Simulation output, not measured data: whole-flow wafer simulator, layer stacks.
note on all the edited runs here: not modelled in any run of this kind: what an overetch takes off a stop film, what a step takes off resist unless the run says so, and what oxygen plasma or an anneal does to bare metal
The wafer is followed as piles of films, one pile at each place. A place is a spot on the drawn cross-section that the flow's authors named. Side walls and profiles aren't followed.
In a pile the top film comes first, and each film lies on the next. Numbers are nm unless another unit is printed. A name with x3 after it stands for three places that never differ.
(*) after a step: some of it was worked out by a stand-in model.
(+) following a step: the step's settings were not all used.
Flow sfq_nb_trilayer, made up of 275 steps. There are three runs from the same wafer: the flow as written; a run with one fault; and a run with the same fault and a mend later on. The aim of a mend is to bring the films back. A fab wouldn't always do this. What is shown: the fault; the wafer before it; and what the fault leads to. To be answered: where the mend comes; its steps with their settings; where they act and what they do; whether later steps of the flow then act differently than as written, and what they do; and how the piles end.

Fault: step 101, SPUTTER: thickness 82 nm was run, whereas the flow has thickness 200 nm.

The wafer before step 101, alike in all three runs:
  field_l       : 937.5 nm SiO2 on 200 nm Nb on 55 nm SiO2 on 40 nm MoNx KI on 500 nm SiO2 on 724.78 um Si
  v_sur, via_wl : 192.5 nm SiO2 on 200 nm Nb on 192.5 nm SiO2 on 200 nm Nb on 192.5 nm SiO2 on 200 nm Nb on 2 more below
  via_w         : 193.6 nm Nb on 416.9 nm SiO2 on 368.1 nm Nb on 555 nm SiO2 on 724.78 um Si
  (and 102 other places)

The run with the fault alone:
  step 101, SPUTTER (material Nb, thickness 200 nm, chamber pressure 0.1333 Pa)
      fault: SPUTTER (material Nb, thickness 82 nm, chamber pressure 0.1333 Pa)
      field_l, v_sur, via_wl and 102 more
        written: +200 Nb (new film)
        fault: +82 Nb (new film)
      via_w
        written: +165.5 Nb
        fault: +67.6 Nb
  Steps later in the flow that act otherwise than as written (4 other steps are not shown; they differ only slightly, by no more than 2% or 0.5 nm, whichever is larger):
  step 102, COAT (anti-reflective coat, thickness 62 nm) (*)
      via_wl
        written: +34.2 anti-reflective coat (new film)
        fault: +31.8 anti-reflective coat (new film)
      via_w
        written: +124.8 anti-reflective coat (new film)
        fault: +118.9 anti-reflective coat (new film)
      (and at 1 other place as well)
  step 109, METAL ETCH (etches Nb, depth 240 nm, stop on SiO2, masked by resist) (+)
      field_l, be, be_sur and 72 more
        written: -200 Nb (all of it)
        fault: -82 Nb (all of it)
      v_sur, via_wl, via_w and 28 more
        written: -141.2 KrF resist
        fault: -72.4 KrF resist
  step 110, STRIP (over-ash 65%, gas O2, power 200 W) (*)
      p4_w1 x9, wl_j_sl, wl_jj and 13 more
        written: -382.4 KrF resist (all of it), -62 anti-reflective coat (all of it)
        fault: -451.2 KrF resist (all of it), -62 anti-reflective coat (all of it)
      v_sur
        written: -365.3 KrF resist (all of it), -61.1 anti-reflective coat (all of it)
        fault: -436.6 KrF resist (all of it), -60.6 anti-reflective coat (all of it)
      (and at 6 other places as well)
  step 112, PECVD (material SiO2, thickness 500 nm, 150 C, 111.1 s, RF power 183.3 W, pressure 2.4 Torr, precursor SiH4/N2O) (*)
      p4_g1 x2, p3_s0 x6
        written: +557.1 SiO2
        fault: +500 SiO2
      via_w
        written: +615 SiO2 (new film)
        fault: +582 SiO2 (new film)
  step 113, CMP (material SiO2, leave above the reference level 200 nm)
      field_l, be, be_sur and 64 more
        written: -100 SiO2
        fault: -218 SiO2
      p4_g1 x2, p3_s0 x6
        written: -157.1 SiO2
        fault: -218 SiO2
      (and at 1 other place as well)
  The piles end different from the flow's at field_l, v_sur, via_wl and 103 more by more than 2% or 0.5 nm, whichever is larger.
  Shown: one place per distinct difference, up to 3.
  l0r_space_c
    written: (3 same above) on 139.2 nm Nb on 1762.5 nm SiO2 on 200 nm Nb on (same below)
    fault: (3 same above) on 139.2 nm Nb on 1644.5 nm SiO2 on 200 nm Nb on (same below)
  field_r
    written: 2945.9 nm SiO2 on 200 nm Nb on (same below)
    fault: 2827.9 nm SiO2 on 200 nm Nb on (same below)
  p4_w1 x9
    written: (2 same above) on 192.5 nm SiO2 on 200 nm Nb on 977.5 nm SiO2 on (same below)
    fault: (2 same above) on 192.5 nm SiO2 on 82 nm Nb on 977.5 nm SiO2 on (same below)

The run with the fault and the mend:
  The mend stands after step 101.
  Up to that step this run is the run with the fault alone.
  step 101a, SPUTTER (material Nb, thickness 118 nm, chamber pressure 0.1333 Pa) (a further turn of the flow's step 101, with different settings)
      field_l, v_sur, via_wl and 102 more
        +118 Nb
      via_w
        +97.6 Nb
  None of the later steps of the flow differs from how it acts as written, at any place that is followed, by more than 2% or 0.5 nm, whichever is larger.
  The piles end only slightly different from the flow's at the places that both follow, by no more than 2% or 0.5 nm, whichever is larger.
